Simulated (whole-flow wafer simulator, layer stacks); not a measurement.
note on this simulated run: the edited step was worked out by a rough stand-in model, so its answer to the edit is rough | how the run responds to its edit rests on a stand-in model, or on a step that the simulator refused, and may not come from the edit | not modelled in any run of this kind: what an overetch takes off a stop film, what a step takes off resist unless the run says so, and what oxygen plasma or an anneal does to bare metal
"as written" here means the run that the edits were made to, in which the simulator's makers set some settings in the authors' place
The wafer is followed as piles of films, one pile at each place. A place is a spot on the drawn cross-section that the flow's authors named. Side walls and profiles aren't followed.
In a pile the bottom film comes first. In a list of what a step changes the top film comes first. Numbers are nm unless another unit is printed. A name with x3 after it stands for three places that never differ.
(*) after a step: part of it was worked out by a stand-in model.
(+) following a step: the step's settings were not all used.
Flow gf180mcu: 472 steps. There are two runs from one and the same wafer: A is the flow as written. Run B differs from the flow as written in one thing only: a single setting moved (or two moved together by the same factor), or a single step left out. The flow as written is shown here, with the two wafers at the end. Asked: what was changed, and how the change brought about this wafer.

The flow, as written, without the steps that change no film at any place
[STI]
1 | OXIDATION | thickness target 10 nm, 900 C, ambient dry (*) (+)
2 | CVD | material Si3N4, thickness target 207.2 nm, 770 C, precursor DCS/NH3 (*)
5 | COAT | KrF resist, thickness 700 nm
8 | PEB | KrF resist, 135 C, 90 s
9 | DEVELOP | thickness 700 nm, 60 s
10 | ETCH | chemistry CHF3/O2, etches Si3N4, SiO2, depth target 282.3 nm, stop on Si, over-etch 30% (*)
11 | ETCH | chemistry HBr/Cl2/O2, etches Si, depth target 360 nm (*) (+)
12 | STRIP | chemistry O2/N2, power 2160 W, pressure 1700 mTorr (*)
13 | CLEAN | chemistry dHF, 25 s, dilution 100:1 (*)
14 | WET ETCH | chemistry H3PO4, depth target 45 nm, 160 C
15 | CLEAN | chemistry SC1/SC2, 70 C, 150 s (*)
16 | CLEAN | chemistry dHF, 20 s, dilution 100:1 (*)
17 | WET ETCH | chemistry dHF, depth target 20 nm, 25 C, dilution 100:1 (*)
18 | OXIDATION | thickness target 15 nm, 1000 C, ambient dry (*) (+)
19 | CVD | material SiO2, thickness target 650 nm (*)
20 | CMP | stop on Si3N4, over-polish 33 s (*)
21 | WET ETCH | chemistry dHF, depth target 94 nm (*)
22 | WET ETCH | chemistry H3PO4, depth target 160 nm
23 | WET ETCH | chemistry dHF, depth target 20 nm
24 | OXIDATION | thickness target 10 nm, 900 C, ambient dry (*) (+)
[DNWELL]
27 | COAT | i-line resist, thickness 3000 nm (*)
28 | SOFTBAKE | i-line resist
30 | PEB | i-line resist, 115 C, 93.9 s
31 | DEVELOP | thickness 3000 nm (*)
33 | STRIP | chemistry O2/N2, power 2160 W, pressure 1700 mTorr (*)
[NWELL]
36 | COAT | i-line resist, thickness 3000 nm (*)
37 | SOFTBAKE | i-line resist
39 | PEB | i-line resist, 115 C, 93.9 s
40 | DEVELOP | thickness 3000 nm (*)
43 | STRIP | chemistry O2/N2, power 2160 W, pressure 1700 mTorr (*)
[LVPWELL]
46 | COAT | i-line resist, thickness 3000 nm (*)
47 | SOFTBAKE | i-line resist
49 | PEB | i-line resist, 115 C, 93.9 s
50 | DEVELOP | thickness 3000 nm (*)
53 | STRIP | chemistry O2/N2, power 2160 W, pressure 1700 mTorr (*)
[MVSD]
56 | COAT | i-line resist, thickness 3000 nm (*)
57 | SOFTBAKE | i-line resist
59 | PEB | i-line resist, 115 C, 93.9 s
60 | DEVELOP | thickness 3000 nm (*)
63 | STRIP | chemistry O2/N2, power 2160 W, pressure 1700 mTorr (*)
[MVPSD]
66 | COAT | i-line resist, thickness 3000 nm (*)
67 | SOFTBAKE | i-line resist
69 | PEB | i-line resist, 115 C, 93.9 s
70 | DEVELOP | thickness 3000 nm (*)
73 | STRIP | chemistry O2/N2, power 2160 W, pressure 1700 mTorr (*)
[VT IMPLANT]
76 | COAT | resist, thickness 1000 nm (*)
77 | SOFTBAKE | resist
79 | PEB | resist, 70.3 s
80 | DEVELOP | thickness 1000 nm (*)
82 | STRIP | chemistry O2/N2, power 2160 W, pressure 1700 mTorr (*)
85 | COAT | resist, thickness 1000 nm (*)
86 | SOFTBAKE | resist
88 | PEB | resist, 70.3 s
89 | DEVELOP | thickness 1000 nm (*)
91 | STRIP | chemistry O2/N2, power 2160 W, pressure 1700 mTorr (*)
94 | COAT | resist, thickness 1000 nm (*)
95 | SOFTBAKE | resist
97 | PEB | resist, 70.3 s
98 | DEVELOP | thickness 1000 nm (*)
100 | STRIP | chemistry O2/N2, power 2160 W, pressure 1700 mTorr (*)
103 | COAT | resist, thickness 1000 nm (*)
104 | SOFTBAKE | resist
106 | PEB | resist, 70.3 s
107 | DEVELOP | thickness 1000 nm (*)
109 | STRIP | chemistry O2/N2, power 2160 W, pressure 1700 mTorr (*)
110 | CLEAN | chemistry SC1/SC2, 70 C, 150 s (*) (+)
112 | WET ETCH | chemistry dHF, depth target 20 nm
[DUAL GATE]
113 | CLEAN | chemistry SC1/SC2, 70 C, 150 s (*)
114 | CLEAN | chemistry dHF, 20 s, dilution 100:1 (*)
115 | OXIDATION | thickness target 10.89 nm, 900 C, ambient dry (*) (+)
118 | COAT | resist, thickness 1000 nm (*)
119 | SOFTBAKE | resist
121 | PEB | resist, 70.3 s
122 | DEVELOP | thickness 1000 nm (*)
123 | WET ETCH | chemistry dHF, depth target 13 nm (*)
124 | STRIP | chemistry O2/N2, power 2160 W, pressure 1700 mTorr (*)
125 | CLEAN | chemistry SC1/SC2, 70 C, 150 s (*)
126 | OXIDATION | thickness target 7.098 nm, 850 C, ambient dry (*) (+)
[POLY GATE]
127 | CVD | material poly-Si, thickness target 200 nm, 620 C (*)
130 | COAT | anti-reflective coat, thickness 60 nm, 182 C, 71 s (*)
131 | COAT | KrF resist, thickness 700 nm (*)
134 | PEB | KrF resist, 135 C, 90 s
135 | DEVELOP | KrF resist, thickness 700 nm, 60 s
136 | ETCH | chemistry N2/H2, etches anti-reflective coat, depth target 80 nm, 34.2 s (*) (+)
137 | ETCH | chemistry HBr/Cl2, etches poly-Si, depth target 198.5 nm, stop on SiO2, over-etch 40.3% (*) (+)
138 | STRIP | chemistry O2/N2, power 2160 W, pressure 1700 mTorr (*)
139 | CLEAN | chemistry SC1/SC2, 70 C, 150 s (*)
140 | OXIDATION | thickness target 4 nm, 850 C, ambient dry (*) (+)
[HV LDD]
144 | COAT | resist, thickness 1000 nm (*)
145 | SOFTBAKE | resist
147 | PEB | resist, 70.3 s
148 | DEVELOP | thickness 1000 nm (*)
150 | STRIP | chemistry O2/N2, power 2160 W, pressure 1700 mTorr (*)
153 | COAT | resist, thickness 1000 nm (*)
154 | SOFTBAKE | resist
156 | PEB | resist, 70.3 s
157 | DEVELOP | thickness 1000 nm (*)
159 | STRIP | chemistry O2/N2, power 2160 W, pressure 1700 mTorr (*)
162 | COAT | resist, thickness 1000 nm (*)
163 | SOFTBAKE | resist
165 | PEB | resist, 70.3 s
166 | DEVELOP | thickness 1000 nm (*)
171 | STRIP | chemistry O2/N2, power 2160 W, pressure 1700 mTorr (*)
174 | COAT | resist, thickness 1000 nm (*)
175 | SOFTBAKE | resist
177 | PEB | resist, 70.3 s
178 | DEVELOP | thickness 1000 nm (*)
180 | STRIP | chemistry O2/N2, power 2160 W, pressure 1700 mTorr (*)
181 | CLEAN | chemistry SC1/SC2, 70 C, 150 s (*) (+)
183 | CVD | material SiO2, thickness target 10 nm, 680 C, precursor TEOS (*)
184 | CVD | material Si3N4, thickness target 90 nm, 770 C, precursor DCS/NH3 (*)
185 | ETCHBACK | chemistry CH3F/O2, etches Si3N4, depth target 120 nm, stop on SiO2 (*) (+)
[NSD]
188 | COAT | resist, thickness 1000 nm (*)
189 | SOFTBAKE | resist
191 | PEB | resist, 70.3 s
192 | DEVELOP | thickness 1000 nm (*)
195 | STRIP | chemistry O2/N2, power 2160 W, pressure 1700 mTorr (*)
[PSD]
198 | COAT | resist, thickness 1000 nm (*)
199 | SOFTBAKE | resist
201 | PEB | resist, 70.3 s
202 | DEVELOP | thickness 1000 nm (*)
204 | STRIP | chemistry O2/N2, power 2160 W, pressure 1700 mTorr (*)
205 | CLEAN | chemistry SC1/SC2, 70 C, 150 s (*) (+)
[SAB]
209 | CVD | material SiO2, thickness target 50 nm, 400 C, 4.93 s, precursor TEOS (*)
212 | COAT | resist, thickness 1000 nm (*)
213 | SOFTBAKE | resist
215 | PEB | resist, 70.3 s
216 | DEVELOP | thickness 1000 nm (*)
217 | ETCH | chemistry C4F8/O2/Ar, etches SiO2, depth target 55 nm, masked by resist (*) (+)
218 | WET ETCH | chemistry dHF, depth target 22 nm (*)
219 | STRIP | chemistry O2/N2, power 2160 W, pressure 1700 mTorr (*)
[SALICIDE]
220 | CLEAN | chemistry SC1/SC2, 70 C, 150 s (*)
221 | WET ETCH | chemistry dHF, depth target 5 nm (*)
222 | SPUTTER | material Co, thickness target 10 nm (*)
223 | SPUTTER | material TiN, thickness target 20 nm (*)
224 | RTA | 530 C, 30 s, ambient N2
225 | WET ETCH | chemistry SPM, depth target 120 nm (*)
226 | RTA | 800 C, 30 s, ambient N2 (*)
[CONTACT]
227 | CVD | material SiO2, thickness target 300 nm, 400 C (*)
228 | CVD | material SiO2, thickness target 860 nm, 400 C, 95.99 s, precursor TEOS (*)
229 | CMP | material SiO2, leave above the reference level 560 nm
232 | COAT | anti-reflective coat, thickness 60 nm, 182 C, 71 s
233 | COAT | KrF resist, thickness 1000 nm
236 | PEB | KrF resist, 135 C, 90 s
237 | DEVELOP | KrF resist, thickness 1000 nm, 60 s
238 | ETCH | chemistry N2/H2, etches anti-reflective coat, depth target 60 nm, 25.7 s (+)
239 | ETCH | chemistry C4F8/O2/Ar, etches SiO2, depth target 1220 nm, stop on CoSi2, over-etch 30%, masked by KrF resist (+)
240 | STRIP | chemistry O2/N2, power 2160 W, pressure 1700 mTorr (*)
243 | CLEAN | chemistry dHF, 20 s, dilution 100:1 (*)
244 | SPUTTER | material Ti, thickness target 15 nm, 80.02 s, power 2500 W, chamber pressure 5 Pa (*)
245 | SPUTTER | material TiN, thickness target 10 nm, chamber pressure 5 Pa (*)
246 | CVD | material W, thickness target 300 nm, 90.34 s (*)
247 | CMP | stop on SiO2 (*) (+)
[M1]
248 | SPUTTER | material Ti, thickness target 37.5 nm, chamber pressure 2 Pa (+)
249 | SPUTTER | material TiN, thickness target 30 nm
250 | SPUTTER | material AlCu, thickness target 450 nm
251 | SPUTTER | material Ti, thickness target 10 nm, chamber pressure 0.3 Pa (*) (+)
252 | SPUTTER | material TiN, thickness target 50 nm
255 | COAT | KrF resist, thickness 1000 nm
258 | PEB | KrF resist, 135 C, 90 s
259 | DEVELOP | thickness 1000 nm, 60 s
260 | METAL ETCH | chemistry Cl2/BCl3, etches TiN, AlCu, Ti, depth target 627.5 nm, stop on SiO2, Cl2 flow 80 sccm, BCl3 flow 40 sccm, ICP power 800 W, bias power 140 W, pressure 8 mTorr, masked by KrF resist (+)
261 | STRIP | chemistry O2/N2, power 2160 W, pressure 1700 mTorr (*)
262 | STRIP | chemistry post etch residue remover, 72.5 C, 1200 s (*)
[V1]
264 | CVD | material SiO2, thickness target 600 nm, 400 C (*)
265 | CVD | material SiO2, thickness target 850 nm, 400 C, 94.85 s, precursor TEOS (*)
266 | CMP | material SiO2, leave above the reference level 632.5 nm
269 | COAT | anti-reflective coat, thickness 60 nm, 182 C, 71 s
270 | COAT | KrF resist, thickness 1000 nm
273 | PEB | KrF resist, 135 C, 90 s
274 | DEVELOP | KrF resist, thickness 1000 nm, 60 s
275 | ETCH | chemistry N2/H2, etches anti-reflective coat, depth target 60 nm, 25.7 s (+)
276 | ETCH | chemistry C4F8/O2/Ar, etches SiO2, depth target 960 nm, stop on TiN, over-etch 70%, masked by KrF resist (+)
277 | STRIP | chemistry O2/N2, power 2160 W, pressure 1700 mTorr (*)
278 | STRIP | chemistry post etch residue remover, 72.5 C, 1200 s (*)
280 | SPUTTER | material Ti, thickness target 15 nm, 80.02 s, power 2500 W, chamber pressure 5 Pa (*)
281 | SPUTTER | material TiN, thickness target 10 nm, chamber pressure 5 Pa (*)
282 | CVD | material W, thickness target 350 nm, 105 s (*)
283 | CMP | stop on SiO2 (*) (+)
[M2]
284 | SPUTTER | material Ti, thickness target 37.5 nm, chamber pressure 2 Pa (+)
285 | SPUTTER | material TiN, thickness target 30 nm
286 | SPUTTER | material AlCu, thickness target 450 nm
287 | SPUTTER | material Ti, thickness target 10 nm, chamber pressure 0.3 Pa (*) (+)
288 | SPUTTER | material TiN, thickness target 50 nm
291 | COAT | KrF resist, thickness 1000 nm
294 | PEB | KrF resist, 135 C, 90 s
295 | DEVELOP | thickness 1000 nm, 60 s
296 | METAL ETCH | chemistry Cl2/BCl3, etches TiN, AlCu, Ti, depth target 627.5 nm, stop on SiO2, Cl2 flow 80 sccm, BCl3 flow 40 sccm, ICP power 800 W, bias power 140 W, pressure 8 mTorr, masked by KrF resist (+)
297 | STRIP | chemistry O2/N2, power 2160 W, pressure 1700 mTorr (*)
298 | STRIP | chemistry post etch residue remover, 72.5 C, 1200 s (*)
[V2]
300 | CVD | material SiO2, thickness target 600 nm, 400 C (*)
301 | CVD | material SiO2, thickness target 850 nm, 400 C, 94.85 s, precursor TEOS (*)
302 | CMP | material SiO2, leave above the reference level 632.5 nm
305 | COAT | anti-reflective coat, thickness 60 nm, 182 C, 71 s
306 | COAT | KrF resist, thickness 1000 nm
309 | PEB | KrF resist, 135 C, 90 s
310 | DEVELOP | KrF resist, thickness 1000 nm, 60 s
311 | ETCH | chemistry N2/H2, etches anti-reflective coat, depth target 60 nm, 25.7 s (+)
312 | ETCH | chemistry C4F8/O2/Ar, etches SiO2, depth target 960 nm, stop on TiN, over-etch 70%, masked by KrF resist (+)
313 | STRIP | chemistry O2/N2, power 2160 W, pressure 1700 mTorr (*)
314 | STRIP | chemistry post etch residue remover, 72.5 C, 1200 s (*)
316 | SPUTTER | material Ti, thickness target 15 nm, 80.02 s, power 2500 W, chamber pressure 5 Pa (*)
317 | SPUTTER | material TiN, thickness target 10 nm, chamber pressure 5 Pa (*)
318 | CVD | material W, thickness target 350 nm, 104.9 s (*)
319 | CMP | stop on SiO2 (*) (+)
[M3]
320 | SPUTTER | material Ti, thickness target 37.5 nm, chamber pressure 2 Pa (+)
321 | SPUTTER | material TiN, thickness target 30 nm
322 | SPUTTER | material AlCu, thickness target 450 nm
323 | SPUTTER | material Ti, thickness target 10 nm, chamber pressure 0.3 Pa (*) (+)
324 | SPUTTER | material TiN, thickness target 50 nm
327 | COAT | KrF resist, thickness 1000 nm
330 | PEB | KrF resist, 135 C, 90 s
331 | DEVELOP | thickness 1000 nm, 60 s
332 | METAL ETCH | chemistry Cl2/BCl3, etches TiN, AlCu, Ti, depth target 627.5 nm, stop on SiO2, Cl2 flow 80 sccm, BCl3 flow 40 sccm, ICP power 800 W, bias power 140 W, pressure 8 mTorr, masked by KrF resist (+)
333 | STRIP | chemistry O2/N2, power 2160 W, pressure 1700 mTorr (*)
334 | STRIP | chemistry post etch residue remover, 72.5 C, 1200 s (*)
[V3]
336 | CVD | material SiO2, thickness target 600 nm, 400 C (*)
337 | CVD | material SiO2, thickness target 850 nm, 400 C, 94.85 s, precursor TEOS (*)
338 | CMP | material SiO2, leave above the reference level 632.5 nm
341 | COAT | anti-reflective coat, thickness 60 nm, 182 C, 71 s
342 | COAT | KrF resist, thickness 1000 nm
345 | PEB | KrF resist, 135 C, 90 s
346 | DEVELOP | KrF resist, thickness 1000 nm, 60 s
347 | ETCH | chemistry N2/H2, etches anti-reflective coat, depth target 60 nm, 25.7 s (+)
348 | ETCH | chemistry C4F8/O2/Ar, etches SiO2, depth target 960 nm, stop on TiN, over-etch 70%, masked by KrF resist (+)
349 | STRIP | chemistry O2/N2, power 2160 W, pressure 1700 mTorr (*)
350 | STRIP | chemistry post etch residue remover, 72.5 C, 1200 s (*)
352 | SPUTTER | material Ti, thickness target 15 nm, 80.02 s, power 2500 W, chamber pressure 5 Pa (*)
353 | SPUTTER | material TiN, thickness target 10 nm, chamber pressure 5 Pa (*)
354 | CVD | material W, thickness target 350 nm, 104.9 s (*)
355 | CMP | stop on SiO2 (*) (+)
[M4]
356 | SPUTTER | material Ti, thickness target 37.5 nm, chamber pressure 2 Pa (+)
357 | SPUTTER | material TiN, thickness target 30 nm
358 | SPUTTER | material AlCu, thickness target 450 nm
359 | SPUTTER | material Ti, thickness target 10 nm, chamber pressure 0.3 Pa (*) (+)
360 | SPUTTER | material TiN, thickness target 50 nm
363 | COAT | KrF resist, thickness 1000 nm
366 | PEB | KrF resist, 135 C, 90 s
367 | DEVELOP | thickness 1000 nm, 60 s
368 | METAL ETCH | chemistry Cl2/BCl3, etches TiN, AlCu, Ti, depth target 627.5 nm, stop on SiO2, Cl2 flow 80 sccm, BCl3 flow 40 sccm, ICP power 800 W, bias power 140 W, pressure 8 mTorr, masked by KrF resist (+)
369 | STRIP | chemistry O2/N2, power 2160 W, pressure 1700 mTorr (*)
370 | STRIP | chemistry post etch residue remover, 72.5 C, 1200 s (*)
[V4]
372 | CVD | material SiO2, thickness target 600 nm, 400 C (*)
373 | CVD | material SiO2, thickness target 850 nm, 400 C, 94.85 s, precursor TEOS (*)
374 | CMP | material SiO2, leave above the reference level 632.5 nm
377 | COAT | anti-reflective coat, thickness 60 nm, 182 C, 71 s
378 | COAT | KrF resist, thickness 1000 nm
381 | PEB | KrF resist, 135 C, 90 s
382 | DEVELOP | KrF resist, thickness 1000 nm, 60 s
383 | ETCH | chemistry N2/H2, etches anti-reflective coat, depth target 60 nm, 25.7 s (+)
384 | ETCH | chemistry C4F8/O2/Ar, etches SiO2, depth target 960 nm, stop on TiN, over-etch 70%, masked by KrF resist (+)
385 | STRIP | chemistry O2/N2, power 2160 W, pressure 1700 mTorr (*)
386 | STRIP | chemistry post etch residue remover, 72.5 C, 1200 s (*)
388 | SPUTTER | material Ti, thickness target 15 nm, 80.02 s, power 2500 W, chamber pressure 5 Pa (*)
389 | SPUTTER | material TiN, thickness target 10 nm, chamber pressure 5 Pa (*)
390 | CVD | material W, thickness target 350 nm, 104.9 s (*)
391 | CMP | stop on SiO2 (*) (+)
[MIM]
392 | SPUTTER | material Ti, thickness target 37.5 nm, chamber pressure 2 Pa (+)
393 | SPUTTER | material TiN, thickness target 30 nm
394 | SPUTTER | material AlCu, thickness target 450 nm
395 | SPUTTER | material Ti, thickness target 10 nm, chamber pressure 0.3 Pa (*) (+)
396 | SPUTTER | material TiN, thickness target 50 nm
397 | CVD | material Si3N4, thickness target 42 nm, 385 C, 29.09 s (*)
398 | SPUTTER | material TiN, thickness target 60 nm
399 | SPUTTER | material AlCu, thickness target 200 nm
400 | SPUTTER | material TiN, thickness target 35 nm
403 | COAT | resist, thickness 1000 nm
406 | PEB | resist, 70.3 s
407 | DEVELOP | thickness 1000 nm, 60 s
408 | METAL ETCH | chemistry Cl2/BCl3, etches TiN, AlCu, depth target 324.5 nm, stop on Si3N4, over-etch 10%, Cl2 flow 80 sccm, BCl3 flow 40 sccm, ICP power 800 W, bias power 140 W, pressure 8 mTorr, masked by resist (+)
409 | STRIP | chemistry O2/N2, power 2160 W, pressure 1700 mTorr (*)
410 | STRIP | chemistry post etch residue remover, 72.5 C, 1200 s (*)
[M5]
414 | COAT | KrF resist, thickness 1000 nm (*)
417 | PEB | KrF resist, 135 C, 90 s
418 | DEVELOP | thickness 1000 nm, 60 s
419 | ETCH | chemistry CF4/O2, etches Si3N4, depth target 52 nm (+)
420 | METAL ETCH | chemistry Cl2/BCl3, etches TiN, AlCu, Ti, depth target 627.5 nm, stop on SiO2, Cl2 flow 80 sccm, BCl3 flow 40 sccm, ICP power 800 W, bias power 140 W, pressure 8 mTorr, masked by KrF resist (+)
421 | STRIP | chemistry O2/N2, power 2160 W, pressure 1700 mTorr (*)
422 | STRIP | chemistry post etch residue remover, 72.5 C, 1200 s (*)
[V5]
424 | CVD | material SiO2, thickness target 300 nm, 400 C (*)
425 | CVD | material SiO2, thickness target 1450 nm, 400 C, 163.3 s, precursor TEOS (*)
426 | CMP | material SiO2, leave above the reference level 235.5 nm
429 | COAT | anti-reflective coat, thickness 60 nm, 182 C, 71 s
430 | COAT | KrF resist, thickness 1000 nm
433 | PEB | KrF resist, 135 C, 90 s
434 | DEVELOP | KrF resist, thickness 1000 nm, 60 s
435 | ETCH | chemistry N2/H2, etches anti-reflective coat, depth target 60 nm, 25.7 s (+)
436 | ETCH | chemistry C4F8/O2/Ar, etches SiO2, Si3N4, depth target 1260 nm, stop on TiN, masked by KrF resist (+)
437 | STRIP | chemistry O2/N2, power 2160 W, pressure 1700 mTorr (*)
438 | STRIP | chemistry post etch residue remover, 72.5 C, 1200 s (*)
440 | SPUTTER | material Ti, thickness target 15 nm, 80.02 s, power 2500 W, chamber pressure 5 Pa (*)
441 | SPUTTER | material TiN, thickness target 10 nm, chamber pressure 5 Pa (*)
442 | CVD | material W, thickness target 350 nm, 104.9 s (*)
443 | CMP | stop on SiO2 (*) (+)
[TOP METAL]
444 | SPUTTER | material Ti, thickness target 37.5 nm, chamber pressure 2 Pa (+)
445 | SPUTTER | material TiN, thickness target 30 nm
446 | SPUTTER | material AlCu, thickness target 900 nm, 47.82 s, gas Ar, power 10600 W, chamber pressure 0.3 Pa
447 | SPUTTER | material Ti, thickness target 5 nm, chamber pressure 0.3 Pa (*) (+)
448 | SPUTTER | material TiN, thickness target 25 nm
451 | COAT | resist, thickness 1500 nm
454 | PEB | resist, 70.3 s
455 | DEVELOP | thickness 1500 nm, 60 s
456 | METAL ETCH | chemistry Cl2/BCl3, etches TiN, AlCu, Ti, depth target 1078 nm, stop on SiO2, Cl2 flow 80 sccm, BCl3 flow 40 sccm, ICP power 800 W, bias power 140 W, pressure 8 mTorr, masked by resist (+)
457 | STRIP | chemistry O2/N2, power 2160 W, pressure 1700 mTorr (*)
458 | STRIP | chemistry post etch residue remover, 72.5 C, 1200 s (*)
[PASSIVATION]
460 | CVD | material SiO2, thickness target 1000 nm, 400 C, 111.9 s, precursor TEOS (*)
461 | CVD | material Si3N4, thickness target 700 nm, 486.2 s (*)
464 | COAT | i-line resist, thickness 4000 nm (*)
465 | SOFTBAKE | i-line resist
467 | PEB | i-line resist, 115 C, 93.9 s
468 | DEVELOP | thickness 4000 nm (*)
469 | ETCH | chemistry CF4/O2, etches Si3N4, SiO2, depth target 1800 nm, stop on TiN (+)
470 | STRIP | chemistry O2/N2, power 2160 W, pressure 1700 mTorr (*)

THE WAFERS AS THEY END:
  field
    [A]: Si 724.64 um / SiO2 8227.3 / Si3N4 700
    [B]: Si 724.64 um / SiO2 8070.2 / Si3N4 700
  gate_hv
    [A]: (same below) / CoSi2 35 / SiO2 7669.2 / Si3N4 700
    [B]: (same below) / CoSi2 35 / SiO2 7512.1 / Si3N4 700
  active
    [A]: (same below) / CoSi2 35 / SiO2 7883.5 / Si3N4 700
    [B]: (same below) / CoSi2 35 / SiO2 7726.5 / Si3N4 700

The reason: step 460, CVD: thickness target 840 nm was run, though the flow has thickness target 1000 nm; step 460, CVD: 94.03 s was run, where the flow has 111.9 s.

How this came from the change, step by step:
  460 | CVD | material SiO2, thickness target 1000 nm, 400 C, 111.9 s, precursor TEOS (*)
      field, field__w1, field__w2 and 103 more: A SiO2 gains 1000 | B SiO2 gains 842.9
      field__w8, contact, m1, m1__w1, pad, m1_nw: A SiO2 gains 1000 (new film) | B SiO2 gains 842.9 (new film)
  465 | SOFTBAKE | i-line resist
      gate: A i-line resist gains 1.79 | B i-line resist loses 0.33
      ld_acc_p, ld_fp_p, ld_drift_p: A i-line resist gains 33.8 | B i-line resist gains 27
      (also at 57 further places)
  469 | ETCH | chemistry CF4/O2, etches Si3N4, SiO2, depth target 1800 nm, stop on TiN (+)
      pad: A Si3N4 loses 700 (all of it), SiO2 loses 1000 (all of it) | B Si3N4 loses 700 (all of it), SiO2 loses 842.9 (all of it)
